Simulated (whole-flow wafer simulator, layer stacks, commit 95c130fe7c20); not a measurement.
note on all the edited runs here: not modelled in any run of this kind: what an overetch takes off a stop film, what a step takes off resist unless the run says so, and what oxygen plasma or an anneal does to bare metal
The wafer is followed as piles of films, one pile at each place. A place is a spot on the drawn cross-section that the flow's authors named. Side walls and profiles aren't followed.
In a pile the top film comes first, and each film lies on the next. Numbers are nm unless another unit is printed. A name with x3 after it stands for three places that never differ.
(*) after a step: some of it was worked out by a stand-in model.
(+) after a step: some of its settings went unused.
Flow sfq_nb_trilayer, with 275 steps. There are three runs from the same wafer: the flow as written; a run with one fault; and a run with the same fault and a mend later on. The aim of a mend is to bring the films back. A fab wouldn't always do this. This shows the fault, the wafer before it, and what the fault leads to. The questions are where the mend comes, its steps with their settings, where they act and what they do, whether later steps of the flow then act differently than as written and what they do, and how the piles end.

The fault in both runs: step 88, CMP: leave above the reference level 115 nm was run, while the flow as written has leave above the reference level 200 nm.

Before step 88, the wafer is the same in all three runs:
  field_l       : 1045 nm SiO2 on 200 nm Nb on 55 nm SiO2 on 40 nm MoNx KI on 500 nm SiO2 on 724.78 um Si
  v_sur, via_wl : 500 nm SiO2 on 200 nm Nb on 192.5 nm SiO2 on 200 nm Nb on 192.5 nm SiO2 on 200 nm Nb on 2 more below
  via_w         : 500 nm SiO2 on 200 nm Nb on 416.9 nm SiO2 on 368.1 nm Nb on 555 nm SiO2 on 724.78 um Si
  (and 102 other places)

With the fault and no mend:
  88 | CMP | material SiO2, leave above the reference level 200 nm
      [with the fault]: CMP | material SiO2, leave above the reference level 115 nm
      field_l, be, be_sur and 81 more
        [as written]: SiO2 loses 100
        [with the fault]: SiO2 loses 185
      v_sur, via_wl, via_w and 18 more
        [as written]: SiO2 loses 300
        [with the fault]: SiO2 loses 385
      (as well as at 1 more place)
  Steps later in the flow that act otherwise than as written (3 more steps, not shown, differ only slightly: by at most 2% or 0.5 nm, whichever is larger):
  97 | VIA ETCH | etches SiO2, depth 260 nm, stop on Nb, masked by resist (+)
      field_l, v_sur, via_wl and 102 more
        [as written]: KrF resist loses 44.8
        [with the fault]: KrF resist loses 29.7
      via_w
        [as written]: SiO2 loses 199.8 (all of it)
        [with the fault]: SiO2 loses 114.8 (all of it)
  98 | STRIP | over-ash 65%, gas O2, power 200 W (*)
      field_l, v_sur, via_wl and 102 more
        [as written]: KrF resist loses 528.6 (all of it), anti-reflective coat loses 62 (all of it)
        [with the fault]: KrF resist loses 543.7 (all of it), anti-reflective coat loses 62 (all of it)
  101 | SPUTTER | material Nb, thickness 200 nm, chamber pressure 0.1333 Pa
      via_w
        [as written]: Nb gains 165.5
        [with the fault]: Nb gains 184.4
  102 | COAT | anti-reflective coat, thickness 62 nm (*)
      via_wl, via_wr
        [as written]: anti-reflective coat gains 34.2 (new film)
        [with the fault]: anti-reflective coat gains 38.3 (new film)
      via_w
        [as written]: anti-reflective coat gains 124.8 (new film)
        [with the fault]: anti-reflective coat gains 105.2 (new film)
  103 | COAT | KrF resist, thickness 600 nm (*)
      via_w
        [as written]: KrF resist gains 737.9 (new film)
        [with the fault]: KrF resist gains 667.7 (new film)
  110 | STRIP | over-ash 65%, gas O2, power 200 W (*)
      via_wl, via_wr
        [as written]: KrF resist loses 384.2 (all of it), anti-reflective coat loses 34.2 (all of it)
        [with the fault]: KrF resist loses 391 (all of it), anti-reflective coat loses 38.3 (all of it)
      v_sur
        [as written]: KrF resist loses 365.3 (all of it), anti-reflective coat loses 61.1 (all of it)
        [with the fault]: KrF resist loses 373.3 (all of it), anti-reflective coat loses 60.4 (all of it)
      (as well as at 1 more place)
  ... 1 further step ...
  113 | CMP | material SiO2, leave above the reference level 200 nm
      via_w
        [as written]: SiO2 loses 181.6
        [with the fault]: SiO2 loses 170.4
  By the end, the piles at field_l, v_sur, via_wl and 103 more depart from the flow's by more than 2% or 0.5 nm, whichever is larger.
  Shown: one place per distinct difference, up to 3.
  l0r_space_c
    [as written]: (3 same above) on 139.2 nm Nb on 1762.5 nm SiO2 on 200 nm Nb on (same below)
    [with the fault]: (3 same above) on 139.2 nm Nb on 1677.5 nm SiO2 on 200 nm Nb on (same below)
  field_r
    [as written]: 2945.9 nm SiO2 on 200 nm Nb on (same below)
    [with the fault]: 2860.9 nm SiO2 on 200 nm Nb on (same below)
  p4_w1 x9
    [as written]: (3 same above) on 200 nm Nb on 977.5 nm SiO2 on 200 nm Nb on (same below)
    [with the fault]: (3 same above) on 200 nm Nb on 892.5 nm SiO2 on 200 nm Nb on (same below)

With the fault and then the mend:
  The mend follows step 89.
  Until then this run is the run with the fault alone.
  89a | PECVD | material SiO2, thickness 85 nm, 150 C, 18.89 s, RF power 183.3 W, pressure 2.4 Torr, precursor SiH4/N2O (the flow's step 87 again, with other settings)
      field_l, v_sur, via_wl and 103 more
        SiO2 gains 85
  Every later step of the flow that is run acts as written at every place that is followed.
  The piles end the same as the flow's at every place that both follow.
